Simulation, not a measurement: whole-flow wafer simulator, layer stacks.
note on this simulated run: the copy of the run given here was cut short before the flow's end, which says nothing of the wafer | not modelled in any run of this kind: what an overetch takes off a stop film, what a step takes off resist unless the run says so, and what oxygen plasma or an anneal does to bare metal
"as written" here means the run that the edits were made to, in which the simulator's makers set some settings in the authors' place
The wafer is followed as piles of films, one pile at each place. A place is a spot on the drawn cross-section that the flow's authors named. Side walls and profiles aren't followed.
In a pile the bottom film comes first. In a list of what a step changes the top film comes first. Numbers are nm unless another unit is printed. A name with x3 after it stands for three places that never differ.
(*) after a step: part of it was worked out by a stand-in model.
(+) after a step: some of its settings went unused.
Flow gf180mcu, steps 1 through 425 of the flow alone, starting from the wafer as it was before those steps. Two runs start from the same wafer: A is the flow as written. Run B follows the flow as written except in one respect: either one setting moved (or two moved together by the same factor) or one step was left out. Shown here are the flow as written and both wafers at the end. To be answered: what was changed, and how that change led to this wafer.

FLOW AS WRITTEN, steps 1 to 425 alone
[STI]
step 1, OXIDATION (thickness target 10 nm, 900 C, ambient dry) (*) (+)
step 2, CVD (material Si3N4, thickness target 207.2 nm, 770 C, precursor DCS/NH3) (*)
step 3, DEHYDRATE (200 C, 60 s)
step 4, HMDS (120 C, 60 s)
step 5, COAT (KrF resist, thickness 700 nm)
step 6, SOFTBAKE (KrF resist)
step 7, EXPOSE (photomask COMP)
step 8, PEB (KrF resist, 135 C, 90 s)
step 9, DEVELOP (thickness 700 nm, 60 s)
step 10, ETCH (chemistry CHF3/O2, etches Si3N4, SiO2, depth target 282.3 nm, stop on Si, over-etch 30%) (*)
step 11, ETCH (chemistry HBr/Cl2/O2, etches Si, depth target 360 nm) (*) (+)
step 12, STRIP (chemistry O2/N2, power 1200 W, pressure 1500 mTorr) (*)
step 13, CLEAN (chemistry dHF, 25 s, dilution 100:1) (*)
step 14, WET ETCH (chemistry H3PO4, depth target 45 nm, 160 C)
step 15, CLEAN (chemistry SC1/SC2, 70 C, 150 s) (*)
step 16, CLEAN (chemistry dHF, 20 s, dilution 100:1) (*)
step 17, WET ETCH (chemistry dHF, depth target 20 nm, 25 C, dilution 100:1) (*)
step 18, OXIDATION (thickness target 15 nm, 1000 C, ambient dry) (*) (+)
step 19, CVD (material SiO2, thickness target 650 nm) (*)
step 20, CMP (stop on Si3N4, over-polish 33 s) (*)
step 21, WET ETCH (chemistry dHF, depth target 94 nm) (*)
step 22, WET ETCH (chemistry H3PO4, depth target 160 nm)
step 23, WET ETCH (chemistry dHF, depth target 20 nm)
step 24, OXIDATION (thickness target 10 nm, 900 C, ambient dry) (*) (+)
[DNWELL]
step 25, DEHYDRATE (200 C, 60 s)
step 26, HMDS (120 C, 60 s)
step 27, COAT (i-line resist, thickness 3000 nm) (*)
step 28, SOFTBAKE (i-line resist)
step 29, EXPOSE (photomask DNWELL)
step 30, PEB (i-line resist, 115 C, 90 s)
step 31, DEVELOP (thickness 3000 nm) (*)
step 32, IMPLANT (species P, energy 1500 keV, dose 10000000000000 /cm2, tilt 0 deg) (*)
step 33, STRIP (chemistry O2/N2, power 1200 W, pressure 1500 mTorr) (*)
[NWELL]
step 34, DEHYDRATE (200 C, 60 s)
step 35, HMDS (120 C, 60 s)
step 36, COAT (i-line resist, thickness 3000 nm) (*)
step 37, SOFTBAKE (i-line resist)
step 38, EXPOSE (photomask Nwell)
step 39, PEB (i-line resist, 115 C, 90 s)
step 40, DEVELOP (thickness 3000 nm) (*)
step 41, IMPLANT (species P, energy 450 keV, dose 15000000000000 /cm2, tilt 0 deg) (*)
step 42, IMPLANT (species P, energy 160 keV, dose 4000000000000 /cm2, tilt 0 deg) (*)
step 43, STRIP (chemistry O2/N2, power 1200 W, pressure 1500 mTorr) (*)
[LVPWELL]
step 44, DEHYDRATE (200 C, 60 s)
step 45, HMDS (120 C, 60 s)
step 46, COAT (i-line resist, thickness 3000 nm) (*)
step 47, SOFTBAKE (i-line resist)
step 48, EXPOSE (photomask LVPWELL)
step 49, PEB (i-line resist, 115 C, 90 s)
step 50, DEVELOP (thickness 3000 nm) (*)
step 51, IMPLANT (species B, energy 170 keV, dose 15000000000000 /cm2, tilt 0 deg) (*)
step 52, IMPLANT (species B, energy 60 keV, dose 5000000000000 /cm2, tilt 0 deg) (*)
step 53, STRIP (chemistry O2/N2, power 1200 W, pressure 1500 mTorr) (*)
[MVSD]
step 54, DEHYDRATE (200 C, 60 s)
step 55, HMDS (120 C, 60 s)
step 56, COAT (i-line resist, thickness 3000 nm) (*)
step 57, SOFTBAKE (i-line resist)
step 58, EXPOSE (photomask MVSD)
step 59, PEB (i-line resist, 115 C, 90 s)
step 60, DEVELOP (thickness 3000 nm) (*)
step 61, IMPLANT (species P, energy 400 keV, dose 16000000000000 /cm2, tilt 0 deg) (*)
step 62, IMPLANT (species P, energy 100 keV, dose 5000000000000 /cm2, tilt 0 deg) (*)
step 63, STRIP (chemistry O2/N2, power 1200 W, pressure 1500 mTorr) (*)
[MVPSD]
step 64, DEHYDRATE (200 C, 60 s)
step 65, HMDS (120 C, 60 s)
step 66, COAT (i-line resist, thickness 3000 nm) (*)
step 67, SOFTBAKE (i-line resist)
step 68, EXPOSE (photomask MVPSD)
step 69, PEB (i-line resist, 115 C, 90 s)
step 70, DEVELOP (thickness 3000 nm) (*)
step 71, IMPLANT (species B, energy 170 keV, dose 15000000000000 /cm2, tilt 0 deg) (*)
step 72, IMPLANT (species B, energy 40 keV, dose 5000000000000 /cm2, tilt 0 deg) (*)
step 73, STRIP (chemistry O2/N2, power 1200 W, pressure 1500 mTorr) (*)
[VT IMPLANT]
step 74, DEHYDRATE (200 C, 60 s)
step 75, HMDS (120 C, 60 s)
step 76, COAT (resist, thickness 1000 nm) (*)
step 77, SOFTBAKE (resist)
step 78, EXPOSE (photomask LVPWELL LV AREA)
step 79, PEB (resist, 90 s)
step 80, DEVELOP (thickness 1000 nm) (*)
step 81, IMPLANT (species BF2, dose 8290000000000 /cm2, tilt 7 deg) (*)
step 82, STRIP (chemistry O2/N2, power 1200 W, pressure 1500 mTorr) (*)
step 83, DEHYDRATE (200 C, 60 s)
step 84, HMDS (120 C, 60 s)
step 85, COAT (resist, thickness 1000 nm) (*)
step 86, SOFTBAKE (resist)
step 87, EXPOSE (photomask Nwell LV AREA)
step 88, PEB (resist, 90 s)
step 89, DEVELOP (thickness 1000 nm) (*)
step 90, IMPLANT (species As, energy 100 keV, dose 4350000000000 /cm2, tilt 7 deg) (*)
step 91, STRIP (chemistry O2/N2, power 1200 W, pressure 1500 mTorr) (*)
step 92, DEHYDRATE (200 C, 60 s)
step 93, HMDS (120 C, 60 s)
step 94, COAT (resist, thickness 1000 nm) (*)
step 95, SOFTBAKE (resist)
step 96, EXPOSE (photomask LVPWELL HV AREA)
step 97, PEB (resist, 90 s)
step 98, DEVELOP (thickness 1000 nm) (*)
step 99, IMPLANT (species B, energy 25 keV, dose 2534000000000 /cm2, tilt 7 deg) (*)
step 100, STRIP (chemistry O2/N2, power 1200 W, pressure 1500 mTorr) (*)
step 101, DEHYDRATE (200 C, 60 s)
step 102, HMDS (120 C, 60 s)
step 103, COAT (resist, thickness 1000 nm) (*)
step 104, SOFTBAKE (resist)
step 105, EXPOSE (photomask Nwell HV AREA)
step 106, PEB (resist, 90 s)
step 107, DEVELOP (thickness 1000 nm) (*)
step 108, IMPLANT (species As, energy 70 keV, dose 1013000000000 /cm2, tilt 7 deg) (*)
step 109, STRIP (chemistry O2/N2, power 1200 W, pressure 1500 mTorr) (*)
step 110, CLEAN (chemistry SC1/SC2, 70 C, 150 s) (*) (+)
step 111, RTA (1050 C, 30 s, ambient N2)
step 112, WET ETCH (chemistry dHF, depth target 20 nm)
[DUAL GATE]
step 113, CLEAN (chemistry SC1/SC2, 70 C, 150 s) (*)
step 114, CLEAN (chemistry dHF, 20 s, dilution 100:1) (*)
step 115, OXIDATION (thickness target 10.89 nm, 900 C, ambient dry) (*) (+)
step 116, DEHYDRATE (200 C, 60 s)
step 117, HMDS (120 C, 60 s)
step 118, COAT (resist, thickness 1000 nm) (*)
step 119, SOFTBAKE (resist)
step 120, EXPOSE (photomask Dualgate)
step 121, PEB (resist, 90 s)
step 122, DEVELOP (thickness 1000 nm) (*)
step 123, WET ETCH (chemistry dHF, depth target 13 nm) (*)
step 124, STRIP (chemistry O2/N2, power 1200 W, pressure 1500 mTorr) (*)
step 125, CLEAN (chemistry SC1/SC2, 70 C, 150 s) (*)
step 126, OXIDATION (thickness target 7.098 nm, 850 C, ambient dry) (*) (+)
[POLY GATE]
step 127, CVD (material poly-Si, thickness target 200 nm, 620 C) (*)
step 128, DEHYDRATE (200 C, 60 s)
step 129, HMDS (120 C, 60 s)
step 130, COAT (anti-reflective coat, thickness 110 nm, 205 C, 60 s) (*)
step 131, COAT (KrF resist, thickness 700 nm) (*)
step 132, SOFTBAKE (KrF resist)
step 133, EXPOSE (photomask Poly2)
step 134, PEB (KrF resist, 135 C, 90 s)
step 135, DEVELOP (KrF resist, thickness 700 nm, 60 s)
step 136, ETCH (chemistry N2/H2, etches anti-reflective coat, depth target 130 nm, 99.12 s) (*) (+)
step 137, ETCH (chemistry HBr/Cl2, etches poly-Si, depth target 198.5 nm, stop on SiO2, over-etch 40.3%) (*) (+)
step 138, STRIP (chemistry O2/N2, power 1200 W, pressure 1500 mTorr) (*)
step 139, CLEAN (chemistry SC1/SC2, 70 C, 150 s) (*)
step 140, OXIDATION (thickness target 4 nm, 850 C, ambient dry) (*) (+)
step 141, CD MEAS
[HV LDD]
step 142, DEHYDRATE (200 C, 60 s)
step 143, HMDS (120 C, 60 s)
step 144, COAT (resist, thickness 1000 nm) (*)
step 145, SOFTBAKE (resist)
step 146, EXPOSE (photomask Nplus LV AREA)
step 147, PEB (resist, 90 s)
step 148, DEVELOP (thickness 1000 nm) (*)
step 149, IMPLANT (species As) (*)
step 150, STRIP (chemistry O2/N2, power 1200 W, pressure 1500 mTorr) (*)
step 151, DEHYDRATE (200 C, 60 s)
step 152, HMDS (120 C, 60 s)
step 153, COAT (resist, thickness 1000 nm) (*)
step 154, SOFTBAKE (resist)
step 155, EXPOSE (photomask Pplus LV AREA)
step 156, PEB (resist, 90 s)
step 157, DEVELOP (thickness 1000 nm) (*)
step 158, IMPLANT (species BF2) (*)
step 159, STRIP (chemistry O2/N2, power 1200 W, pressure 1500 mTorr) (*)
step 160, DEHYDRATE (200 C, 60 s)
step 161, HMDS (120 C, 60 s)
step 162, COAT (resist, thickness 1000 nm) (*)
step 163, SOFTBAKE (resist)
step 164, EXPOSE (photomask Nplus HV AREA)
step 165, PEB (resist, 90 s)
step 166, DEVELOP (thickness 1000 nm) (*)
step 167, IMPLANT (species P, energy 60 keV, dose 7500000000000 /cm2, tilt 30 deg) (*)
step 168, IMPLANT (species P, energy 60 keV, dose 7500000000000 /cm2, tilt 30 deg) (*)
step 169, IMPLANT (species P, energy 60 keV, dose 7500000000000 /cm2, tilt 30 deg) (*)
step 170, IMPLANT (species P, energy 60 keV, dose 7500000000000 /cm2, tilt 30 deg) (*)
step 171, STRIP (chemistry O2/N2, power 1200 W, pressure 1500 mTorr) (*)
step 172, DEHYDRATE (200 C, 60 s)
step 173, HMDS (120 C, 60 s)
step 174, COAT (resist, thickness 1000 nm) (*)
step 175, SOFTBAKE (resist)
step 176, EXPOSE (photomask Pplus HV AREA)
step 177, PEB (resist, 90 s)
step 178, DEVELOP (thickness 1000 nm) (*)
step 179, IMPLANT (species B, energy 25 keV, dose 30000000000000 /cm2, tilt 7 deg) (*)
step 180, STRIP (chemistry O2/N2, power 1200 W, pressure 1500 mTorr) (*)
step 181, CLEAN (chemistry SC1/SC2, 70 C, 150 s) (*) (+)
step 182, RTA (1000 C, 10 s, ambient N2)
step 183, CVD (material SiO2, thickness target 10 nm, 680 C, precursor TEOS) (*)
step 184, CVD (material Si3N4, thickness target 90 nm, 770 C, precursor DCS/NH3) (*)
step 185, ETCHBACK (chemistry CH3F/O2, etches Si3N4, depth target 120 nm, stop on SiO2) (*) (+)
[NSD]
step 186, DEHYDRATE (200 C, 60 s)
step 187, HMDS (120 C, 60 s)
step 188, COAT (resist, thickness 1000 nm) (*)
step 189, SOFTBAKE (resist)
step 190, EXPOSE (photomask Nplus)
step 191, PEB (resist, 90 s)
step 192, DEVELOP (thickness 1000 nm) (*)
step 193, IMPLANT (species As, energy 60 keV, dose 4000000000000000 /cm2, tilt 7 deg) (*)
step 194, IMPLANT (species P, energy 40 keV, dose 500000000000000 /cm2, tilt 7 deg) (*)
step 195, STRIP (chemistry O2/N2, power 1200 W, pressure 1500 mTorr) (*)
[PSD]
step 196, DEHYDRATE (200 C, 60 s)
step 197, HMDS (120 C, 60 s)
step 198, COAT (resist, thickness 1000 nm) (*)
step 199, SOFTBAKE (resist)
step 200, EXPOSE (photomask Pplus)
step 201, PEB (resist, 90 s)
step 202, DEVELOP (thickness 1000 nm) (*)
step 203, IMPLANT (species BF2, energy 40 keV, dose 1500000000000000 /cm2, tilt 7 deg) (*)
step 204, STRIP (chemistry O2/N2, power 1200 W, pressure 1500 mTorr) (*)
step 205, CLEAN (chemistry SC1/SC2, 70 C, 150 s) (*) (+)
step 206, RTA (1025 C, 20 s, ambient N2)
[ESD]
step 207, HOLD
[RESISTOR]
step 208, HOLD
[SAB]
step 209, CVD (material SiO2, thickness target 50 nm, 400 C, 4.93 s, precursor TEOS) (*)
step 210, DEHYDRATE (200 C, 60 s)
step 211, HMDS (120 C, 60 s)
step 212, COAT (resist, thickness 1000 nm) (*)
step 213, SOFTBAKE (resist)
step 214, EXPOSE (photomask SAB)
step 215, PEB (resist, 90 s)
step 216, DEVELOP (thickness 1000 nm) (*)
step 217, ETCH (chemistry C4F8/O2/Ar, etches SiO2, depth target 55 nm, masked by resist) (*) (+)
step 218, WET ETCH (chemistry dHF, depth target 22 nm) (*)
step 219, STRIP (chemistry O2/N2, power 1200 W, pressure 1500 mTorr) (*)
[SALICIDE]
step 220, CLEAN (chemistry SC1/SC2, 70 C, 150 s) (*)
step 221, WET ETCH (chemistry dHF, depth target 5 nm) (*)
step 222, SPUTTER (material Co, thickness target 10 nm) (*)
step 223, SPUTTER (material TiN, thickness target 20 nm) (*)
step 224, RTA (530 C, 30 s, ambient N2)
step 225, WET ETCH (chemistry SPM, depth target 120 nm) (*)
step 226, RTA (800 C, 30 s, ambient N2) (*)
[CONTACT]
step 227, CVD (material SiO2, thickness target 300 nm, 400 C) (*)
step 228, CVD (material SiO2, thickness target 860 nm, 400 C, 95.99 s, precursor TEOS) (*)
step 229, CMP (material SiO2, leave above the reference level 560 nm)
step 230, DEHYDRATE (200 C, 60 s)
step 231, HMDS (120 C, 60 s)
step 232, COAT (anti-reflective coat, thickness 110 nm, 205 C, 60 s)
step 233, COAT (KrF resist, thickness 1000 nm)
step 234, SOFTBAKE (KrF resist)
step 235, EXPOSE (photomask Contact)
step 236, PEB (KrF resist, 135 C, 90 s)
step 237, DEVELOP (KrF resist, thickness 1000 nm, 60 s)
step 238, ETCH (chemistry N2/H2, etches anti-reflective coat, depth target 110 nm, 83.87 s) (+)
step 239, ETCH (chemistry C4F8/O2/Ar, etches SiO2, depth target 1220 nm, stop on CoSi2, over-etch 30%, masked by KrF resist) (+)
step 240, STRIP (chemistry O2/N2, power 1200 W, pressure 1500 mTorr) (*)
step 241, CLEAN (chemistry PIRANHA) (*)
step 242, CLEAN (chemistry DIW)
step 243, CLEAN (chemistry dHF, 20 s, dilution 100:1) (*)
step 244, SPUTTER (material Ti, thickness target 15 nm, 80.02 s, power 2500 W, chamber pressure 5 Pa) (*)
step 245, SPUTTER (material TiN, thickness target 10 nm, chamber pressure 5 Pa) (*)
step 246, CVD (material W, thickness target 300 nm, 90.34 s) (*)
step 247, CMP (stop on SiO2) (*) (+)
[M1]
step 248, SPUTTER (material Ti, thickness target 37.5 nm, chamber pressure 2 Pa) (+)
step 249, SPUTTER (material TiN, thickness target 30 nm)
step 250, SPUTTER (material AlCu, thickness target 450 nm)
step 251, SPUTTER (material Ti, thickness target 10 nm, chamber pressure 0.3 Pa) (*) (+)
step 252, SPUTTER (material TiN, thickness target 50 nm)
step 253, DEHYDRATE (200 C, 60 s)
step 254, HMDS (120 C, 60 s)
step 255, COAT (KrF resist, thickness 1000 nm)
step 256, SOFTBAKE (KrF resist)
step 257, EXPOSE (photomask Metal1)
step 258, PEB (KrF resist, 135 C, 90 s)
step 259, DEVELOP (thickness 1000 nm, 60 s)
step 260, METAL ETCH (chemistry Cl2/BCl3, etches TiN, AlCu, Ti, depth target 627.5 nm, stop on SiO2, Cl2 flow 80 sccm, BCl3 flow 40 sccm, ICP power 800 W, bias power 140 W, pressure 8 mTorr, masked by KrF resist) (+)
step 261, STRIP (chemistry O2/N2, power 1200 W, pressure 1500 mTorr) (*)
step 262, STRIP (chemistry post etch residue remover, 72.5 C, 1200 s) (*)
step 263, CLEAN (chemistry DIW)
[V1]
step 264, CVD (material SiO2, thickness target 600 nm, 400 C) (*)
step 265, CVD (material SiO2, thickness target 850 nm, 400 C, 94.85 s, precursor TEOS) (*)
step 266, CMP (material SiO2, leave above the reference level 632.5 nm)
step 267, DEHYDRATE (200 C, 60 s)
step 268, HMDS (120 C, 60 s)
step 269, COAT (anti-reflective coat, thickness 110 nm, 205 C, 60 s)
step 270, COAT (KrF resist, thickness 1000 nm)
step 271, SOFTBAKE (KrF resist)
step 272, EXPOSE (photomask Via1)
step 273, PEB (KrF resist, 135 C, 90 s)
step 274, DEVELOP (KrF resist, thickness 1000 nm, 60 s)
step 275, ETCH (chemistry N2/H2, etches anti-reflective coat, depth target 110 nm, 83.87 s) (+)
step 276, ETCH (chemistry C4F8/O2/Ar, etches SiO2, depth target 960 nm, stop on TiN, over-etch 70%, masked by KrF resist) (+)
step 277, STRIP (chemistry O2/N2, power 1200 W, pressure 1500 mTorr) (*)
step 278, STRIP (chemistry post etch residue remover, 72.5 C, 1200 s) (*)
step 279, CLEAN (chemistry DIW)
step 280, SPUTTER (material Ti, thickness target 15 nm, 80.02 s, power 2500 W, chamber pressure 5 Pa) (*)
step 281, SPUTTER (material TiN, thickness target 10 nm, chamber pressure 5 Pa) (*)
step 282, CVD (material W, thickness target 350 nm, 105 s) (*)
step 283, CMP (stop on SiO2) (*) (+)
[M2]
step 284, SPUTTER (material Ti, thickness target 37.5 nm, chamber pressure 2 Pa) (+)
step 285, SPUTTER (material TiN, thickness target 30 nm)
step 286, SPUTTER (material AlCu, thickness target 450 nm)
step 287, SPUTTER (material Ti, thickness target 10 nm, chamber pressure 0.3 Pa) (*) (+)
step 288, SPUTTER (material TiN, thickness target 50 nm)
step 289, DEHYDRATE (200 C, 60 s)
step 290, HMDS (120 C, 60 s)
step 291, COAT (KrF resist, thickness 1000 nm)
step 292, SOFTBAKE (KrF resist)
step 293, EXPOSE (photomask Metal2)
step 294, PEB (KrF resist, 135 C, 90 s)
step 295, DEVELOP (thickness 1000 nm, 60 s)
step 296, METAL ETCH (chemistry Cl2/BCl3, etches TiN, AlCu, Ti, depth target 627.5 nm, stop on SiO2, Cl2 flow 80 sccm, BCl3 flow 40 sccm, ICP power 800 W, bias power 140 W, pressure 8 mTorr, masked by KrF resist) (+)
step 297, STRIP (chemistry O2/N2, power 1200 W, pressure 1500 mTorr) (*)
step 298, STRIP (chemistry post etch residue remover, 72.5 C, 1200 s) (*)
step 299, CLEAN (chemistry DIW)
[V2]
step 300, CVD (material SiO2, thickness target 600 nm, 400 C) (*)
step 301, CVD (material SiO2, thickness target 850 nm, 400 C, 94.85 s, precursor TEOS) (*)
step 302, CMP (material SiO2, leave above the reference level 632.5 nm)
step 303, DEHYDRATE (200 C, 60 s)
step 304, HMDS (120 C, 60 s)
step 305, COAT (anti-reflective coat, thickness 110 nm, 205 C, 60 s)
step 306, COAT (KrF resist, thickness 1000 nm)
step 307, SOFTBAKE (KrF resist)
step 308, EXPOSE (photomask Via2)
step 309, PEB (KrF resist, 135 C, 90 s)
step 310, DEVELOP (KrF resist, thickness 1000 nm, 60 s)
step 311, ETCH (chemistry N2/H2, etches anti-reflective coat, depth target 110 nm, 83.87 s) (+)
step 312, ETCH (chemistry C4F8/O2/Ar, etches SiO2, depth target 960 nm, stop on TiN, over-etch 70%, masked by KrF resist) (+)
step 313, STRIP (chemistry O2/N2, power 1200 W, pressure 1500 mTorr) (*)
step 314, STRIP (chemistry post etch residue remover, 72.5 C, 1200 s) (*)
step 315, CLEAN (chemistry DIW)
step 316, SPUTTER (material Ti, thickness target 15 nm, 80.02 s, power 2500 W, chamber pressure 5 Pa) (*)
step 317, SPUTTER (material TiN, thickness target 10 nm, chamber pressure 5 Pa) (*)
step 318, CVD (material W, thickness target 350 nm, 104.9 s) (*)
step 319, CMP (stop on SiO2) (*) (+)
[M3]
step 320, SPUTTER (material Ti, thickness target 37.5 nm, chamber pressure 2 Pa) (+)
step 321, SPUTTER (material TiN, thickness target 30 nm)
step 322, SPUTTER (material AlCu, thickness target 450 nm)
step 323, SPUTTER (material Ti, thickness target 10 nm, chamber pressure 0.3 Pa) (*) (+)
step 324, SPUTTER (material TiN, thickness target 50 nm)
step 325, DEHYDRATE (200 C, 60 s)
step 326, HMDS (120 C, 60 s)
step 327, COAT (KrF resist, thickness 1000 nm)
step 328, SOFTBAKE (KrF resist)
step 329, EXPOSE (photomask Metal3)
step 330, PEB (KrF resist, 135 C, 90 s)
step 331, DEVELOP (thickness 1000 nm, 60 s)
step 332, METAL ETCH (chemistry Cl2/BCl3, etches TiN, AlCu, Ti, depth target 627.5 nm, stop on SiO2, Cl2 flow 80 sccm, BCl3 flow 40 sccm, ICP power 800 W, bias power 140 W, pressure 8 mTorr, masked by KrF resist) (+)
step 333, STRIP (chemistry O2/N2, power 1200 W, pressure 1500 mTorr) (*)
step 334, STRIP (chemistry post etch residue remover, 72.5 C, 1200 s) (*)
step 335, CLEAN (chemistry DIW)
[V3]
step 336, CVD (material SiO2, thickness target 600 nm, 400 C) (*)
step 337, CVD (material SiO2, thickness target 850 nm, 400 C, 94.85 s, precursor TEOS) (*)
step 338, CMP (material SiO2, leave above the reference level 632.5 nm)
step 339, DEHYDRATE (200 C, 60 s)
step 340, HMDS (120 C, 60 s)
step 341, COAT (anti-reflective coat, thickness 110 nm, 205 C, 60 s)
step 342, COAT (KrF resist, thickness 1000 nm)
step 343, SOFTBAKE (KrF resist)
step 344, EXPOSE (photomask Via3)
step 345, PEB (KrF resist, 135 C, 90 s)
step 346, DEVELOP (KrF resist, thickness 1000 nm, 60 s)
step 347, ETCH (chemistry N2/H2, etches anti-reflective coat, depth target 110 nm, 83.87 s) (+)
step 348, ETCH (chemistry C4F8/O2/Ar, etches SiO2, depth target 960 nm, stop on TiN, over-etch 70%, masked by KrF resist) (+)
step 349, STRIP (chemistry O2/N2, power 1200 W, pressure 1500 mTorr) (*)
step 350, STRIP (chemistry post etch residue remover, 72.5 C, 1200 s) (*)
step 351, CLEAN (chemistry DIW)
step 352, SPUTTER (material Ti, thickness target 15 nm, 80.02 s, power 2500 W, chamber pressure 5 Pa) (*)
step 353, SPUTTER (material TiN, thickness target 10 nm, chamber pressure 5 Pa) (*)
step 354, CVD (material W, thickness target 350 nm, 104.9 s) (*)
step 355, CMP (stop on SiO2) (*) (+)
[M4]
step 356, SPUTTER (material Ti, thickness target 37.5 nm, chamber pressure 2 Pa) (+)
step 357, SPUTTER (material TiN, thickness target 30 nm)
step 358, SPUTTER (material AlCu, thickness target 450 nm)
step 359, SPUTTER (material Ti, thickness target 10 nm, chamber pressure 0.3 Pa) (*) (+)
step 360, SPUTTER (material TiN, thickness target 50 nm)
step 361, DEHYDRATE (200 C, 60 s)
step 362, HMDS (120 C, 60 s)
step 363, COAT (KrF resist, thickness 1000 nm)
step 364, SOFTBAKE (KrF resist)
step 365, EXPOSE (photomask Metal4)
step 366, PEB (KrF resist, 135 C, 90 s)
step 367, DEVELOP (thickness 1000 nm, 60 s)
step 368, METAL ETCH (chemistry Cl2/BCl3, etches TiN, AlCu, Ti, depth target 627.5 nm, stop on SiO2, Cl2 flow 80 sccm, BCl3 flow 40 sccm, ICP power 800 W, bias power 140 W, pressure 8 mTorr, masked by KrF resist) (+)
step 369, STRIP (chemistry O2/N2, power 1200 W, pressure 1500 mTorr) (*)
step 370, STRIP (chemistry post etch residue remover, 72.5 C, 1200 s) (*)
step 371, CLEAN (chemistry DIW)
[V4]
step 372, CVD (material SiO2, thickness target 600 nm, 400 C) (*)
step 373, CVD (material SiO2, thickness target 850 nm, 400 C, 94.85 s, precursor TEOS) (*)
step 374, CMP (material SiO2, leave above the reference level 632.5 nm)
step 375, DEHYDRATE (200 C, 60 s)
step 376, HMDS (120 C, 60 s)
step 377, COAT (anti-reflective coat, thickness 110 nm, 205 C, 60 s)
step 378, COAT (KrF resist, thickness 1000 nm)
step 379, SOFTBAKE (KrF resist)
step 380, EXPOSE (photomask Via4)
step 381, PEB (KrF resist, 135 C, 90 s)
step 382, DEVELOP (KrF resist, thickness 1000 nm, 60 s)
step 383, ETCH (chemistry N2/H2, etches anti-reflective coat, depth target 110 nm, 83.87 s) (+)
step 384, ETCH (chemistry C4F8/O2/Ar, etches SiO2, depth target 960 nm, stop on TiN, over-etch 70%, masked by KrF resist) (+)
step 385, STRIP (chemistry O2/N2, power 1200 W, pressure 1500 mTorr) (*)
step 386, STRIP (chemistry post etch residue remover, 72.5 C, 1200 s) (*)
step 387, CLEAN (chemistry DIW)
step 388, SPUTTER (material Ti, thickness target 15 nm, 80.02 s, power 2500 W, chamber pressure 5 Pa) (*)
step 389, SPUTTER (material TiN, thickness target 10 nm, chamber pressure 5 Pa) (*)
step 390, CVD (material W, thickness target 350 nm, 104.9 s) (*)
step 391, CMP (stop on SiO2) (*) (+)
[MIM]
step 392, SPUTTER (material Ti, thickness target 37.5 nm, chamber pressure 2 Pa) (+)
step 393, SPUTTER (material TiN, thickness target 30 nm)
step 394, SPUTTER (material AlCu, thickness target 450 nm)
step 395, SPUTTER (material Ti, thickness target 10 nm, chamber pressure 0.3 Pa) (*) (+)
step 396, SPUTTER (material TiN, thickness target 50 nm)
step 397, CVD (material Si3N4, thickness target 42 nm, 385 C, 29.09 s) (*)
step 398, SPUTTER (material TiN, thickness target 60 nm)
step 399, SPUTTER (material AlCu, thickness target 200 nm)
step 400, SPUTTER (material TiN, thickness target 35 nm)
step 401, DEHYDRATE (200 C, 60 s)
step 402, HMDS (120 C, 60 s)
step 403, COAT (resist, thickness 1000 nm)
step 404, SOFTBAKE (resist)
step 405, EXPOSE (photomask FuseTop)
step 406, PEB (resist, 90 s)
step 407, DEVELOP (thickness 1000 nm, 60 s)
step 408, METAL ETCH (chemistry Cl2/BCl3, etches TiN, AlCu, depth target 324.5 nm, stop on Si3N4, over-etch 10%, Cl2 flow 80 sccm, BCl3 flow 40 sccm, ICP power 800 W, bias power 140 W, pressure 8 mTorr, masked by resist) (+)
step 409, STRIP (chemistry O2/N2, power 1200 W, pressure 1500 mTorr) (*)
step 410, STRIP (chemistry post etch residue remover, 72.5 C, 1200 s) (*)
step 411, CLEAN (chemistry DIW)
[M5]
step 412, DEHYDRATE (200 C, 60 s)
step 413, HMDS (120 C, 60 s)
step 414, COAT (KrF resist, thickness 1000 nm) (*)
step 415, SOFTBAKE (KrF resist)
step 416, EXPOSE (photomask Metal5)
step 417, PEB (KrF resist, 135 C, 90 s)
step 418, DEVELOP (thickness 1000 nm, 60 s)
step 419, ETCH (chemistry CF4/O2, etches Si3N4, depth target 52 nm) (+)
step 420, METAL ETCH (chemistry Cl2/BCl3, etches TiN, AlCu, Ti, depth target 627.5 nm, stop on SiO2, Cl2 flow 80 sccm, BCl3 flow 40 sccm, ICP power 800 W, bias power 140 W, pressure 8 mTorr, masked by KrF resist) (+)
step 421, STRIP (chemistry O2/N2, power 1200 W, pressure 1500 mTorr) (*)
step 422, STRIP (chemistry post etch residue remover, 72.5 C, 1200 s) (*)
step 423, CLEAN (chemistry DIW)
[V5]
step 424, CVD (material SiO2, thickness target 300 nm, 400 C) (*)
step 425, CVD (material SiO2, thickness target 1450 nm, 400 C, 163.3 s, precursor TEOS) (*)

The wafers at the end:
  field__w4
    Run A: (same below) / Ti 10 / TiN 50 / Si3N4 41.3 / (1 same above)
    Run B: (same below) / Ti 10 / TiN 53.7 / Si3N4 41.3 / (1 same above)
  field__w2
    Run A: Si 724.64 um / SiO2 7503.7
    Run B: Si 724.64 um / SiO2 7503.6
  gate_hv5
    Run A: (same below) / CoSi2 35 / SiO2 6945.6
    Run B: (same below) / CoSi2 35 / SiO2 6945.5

The reason: step 396, SPUTTER: thickness target 53.7 nm was run, while the flow as written has thickness target 50 nm.
The wafer itself shows it: field__w4 has TiN 53.7, and step 396 as written asks for 50 nm.

How this came from the change, step by step:
  step 396, SPUTTER (material TiN, thickness target 50 nm)
      field, field__w1, field__w2 and 108 more: A TiN gains 50 (new film) | B TiN gains 53.7 (new film)
  step 420, METAL ETCH (chemistry Cl2/BCl3, etches TiN, AlCu, Ti, depth target 627.5 nm, stop on SiO2, Cl2 flow 80 sccm, BCl3 flow 40 sccm, ICP power 800 W, bias power 140 W, pressure 8 mTorr, masked by KrF resist) (+)
      field, field__w1, field__w2 and 101 more: A TiN loses 48.6 (all of it), Ti loses 10 (all of it), AlCu loses 450 (all of it), TiN loses 30 (all of it), Ti loses 37.5 (all of it) | B TiN loses 52.3 (all of it), Ti loses 10 (all of it), AlCu loses 450 (all of it), TiN loses 30 (all of it), Ti loses 37.5 (all of it)
